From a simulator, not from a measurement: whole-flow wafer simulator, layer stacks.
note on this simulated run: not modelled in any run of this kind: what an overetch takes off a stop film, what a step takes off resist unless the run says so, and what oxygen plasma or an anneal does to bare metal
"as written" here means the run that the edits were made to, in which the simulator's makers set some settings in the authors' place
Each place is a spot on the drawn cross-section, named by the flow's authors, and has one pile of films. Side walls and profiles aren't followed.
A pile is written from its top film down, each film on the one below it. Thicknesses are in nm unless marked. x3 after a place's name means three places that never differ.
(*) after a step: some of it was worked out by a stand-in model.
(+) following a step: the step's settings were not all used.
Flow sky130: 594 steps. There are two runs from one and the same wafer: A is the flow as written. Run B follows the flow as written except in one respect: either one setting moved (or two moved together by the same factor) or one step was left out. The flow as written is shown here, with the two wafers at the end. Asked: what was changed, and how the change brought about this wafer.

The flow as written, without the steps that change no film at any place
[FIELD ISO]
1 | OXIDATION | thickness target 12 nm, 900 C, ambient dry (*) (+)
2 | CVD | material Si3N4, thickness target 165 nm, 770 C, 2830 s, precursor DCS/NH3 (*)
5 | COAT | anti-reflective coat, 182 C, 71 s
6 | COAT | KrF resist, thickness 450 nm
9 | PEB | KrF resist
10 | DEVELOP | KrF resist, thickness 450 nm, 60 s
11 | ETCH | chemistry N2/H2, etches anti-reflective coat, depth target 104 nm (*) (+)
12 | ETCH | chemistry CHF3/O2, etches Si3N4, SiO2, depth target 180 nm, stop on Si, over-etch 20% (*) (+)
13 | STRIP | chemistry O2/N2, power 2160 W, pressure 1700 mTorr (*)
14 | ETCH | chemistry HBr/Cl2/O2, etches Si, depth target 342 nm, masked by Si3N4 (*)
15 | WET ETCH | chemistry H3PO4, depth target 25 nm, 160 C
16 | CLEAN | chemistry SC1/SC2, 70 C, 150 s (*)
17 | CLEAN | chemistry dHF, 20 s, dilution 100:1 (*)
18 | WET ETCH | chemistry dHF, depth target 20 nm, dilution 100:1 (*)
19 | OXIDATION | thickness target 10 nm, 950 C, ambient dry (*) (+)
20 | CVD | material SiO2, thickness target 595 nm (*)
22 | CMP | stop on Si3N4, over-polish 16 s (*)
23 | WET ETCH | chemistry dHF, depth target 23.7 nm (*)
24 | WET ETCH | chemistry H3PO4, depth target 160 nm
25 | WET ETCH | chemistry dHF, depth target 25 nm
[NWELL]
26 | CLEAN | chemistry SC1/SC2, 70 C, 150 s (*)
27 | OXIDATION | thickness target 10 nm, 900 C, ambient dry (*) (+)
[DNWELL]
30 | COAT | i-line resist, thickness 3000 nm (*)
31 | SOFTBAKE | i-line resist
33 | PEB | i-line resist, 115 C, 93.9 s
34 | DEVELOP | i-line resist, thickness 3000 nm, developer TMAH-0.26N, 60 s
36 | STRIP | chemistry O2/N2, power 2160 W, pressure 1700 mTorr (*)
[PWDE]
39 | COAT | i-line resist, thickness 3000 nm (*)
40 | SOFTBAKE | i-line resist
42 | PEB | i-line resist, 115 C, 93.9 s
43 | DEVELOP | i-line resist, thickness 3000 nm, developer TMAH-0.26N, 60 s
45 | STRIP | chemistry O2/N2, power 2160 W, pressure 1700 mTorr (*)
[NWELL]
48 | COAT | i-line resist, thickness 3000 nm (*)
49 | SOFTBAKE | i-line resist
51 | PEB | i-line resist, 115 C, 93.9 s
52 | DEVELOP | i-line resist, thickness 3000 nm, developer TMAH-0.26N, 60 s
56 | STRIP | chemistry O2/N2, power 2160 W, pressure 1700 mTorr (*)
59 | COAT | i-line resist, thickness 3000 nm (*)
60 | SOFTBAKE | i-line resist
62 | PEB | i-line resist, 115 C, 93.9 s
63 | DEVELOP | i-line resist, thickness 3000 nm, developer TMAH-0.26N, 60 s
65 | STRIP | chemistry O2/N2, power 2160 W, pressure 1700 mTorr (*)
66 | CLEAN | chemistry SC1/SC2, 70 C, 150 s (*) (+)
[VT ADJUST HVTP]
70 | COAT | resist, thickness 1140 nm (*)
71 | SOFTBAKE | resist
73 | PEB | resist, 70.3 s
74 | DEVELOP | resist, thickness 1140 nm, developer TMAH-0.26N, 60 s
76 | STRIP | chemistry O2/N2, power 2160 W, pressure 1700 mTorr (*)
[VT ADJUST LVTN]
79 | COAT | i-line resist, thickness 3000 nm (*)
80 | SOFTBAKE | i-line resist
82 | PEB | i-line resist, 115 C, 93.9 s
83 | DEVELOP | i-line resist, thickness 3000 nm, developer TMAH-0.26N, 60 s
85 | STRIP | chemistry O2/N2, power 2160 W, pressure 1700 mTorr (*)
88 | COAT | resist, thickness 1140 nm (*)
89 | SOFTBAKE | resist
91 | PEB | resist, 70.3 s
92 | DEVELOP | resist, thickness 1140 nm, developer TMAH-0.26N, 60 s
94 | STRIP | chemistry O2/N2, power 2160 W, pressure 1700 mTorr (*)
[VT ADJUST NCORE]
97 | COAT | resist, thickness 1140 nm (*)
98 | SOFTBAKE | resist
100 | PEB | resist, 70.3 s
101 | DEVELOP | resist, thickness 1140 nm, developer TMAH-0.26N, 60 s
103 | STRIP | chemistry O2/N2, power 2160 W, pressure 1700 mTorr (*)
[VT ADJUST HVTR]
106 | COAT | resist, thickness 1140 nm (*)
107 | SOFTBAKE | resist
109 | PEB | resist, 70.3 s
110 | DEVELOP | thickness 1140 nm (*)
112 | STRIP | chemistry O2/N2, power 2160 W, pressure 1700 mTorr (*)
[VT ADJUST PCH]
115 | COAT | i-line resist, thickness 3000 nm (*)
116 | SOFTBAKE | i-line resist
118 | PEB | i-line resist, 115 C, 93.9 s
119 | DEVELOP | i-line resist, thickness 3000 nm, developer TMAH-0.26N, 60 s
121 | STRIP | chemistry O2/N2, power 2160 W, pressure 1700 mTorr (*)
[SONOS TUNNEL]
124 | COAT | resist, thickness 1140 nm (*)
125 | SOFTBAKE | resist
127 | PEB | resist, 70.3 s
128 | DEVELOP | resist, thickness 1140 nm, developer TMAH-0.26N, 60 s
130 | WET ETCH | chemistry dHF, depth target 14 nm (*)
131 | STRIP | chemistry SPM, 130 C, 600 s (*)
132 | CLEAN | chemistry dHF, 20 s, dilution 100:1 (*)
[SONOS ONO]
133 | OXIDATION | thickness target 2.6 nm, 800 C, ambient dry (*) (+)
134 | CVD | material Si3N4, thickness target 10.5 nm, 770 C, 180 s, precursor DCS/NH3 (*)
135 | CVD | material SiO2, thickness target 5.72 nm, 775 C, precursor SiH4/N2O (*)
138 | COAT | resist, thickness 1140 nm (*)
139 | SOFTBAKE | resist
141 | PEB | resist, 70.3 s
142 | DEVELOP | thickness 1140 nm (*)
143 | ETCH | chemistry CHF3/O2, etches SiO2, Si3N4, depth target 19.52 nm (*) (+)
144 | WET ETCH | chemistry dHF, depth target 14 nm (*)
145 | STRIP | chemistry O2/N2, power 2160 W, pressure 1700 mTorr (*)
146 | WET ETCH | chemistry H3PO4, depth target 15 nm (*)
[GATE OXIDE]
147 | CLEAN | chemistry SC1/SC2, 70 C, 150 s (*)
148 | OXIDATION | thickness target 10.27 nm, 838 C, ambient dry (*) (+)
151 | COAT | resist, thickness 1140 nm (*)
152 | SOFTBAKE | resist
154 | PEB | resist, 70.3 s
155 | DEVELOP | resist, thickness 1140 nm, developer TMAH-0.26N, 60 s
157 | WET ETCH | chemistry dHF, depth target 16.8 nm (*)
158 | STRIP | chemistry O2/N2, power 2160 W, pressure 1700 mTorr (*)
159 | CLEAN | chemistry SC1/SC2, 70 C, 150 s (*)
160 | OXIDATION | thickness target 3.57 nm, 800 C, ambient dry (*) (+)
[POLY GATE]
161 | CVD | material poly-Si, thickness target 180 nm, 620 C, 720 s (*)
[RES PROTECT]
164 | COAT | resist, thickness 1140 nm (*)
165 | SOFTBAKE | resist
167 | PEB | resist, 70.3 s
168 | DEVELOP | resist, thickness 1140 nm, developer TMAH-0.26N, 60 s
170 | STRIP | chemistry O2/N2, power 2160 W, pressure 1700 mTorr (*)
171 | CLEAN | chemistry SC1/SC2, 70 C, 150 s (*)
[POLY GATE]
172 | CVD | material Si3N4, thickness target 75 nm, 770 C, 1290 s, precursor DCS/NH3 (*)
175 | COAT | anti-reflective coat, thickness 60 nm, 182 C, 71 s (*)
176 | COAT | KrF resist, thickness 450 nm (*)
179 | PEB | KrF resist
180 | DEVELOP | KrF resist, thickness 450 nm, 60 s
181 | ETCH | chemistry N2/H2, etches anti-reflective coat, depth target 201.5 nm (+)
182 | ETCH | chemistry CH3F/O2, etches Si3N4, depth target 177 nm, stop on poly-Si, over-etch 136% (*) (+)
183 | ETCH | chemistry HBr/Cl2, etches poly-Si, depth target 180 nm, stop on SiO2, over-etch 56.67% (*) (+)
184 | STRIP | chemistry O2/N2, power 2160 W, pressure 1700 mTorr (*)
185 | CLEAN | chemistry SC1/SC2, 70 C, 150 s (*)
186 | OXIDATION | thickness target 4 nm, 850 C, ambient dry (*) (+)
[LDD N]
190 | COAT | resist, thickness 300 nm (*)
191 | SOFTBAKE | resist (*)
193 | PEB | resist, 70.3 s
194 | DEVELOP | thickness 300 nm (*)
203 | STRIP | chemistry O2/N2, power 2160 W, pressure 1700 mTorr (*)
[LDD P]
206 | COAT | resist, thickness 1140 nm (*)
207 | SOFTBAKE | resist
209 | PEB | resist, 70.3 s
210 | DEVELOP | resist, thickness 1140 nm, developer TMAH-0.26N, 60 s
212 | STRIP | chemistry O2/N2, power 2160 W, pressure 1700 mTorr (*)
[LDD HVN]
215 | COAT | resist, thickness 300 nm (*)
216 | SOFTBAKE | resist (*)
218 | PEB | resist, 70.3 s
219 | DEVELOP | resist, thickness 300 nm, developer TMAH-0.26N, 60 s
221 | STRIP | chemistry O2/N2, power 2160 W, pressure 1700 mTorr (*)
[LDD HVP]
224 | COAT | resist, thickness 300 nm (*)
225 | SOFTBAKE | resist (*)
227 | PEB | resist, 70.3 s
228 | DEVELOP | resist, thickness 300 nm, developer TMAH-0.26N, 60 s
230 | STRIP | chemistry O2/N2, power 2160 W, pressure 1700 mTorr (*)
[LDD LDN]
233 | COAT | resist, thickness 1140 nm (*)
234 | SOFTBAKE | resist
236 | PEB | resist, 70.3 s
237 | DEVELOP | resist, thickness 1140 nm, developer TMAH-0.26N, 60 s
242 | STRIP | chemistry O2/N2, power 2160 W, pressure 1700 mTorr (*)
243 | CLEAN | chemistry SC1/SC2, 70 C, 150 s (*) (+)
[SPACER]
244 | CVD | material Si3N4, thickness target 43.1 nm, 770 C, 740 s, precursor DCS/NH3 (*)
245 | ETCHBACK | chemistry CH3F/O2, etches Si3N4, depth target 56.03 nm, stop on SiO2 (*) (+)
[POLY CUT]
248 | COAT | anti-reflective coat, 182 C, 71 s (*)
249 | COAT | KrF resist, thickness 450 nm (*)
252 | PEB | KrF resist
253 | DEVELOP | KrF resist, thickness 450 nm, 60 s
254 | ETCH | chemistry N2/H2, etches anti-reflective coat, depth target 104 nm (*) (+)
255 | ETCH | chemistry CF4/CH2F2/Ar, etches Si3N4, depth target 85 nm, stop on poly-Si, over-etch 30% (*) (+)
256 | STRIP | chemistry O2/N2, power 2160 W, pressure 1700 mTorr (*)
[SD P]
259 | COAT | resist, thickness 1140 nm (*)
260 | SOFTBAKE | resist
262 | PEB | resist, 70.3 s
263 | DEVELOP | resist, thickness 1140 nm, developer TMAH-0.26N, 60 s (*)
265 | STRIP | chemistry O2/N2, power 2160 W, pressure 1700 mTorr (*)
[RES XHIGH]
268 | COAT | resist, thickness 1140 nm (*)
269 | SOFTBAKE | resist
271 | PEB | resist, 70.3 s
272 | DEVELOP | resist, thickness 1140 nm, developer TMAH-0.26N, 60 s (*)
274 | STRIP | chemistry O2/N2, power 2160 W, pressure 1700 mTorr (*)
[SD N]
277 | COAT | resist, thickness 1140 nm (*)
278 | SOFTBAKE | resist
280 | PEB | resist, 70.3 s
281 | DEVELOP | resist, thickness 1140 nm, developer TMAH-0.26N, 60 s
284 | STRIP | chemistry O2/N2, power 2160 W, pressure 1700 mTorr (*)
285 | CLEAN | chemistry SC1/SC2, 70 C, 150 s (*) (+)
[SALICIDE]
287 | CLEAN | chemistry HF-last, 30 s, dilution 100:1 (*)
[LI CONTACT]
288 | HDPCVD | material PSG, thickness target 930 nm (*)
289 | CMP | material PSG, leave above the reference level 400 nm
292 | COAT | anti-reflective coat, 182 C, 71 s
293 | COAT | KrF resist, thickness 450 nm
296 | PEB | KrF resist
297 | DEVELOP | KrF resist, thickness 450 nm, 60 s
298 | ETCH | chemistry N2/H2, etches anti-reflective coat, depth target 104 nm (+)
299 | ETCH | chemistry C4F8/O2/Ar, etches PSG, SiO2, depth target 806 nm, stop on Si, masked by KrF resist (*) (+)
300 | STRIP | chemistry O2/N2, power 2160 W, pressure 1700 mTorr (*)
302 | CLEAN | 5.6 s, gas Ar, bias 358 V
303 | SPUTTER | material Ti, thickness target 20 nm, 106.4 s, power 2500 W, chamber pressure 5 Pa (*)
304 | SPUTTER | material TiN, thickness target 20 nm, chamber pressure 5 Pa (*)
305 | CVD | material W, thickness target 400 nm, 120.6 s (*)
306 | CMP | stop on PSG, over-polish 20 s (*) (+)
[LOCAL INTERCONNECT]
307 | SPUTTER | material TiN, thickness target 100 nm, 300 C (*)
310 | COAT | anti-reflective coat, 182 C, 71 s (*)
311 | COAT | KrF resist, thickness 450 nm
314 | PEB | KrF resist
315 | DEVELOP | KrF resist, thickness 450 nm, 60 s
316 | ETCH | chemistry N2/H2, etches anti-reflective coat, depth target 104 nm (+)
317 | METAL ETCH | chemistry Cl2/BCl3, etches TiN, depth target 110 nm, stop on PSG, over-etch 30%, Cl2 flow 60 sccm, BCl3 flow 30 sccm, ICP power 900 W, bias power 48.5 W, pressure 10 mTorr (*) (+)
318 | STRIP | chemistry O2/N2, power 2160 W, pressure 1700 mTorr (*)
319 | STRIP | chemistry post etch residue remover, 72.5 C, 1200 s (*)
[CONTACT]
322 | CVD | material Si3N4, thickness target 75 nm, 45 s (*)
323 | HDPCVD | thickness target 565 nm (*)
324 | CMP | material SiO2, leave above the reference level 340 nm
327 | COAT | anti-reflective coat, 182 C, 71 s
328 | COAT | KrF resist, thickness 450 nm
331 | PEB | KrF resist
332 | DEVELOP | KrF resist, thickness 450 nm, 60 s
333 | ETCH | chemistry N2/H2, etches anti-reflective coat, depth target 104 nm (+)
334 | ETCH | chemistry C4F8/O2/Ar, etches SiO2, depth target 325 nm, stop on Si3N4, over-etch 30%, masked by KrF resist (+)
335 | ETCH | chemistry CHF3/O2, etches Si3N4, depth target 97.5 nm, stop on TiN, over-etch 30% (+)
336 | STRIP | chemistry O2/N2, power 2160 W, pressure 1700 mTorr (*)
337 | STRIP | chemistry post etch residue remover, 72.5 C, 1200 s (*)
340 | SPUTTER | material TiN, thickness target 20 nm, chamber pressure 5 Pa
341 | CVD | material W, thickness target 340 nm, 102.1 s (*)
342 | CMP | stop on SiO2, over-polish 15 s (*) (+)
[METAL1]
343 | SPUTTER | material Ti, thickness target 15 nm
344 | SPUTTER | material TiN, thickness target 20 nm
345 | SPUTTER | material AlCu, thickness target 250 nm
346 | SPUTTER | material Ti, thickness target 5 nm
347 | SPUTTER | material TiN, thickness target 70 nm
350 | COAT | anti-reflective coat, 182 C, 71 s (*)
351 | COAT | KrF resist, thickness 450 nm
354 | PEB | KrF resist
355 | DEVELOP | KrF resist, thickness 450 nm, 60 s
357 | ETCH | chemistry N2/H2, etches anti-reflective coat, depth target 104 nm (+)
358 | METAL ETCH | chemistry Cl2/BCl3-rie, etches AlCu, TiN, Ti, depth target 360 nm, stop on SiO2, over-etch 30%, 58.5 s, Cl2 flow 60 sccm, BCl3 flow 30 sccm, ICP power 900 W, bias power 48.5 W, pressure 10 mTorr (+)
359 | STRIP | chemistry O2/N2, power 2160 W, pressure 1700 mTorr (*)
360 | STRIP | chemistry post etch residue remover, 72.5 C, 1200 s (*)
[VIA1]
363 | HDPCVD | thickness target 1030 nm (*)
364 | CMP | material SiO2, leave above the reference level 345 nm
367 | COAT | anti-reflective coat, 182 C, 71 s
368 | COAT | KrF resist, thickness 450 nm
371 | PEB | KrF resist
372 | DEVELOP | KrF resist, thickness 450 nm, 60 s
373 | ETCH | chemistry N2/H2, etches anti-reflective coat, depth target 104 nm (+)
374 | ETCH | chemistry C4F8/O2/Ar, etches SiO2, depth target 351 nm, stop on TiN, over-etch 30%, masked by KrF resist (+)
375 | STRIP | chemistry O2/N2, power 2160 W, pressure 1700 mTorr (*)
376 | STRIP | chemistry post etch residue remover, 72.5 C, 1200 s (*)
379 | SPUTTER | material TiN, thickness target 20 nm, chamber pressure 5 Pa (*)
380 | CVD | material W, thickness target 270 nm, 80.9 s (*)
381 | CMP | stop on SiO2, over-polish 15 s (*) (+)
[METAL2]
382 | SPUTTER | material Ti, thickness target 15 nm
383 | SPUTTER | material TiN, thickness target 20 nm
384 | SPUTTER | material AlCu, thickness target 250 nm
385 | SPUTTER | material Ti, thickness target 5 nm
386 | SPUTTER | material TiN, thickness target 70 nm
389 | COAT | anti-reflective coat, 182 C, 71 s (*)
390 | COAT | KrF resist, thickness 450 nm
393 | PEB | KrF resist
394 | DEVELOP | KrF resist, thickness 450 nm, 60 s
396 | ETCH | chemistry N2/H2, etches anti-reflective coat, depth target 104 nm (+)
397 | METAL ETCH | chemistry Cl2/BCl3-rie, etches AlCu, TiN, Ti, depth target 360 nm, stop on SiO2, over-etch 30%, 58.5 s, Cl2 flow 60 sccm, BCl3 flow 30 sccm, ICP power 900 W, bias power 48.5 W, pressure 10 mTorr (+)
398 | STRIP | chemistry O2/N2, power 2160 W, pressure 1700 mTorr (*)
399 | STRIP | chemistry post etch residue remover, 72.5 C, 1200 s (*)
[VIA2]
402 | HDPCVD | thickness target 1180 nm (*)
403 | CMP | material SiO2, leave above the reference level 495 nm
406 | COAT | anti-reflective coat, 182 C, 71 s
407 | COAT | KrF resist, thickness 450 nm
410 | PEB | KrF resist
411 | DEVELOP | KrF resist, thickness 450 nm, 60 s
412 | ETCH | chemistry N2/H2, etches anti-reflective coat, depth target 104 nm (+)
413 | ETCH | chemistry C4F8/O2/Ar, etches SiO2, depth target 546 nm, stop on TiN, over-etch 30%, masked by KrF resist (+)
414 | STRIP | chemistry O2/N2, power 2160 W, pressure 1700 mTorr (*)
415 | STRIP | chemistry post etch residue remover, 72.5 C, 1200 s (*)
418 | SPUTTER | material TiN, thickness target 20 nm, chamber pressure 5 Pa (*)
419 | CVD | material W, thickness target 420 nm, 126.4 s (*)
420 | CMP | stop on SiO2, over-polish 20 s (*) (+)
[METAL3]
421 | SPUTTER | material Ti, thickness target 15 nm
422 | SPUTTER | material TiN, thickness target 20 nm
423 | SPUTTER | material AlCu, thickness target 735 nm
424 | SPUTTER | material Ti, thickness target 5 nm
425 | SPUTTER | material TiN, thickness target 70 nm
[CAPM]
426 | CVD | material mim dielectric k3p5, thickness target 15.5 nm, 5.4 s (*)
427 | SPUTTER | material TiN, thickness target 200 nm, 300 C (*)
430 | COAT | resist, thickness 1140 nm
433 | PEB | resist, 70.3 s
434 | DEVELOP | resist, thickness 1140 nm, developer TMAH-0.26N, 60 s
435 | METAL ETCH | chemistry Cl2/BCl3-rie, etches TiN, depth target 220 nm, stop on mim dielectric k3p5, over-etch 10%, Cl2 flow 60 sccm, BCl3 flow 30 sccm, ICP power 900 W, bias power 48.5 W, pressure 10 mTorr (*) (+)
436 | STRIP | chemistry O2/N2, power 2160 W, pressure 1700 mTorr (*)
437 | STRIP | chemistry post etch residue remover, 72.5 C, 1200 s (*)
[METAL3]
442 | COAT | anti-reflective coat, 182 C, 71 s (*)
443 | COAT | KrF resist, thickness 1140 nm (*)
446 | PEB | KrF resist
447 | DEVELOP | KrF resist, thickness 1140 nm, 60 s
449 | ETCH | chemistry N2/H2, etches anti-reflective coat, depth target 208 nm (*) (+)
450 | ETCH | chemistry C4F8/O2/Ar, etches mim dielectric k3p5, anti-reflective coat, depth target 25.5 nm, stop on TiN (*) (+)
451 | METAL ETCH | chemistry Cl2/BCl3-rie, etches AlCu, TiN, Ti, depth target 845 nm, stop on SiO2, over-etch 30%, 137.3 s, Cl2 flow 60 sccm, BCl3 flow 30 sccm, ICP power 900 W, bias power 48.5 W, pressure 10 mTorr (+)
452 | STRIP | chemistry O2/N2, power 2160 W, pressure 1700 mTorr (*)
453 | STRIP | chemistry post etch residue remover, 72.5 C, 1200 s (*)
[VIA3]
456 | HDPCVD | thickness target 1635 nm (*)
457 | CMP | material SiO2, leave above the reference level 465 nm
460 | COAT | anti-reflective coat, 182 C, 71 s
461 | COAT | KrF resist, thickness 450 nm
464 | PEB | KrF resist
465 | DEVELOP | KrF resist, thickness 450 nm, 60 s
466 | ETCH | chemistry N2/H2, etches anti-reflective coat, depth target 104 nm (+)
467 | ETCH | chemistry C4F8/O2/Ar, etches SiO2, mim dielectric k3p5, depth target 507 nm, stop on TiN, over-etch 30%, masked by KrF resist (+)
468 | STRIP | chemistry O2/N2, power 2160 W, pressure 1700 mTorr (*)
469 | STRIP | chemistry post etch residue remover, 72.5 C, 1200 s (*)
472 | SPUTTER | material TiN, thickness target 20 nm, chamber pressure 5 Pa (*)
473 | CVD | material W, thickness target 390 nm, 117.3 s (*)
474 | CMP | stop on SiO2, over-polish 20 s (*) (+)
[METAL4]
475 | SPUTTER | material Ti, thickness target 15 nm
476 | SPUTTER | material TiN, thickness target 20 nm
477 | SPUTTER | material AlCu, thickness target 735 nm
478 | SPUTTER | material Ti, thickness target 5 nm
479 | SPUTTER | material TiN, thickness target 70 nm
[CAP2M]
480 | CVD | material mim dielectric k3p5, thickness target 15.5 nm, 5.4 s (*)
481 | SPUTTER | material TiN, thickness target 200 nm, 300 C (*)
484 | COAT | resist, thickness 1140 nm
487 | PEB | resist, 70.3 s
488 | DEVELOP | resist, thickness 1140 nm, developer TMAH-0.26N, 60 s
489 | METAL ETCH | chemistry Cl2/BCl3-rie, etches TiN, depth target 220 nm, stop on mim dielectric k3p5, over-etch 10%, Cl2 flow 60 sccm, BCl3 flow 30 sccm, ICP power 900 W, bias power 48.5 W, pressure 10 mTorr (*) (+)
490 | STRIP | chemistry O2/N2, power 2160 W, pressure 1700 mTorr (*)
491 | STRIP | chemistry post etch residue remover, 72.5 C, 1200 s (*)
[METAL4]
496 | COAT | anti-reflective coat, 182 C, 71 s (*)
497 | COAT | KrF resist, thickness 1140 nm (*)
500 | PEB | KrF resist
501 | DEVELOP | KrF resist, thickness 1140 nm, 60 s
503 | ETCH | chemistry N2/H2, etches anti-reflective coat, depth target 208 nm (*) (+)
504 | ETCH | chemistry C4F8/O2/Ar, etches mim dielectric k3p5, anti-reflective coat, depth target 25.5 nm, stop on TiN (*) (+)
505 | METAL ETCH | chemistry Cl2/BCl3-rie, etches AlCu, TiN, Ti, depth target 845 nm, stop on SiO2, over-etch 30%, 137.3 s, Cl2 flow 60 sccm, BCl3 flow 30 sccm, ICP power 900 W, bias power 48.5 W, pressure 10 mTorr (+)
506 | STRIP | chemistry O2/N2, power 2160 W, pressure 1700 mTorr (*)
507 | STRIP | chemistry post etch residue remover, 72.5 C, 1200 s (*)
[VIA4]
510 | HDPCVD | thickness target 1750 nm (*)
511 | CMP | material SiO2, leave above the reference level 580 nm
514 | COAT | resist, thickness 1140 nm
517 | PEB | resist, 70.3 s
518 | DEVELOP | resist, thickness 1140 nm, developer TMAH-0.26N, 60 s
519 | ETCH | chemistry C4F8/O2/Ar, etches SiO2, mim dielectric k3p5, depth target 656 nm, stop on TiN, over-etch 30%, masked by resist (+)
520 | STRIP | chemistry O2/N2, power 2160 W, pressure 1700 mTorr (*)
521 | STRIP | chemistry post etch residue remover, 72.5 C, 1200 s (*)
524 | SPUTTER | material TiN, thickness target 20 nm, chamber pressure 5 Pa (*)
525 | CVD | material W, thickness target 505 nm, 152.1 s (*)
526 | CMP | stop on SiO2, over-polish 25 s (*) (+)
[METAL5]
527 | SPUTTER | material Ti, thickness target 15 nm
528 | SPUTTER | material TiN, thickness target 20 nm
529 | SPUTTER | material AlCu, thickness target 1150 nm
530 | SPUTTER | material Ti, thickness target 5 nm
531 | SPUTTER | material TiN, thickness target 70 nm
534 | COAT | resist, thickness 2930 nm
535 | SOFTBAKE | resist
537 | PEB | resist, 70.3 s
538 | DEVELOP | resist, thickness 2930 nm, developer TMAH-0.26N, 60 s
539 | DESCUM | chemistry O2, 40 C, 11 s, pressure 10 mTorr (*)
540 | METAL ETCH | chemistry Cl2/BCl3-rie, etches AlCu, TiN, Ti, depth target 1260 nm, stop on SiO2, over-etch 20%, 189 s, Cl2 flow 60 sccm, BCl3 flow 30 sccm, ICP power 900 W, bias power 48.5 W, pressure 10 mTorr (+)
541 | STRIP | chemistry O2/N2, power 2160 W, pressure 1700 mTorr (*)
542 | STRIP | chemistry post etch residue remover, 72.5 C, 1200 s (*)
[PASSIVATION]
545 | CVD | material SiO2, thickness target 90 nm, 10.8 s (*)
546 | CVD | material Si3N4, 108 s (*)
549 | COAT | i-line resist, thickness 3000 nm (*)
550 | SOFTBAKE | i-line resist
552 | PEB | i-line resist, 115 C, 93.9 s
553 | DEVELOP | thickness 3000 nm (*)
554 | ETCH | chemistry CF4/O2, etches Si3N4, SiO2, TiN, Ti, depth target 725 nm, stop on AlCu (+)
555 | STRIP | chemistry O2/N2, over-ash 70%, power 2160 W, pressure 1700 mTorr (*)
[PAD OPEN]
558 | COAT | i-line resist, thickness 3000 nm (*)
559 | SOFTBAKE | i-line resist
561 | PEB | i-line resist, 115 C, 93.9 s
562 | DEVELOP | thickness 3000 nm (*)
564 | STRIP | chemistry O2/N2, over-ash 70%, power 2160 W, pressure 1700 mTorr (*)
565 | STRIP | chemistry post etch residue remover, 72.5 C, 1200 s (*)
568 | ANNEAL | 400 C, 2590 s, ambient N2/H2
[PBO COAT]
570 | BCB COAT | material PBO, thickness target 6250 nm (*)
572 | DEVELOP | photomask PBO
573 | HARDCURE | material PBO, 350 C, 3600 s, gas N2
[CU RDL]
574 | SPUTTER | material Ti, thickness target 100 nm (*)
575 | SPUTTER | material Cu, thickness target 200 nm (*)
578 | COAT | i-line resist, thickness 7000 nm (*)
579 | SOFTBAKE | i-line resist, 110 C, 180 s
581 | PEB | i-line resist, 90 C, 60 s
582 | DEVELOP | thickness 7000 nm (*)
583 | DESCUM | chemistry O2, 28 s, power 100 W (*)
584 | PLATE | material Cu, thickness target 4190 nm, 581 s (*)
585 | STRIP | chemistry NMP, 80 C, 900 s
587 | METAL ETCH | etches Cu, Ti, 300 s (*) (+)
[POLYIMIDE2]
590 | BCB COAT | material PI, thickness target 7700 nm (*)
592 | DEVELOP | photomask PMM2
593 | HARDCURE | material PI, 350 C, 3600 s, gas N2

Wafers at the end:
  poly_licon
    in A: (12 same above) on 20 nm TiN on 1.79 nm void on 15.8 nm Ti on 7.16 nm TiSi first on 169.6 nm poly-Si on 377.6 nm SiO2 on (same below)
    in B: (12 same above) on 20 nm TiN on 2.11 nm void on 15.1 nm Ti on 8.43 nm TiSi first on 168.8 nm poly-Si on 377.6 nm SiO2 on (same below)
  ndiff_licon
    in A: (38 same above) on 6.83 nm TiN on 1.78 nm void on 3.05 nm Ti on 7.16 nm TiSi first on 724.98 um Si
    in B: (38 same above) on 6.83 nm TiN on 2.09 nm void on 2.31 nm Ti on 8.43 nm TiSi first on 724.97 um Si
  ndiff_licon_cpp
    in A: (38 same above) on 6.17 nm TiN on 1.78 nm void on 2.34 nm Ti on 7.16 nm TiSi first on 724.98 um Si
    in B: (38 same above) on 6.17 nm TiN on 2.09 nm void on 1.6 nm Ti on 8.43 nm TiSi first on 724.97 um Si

Cause: step 593, HARDCURE: 385 C was run, though the flow has 350 C.

How this came from the change, step by step:
  593 | HARDCURE | material PI, 350 C, 3600 s, gas N2
      poly_licon, rpo_hd_licon: A -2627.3 PI, +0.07 void, -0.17 Ti, +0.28 TiSi first, -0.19 poly-Si | B -2627.3 PI, +0.39 void, -0.91 Ti, +1.55 TiSi first, -1.03 poly-Si
      ndiff_licon: A -2692.9 PI, +0.07 void, -0.17 Ti, +0.28 TiSi first, -0.19 Si | B -2692.9 PI, +0.38 void, -0.91 Ti, +1.55 TiSi first, -1.03 Si
      (as well as at 1 more place)
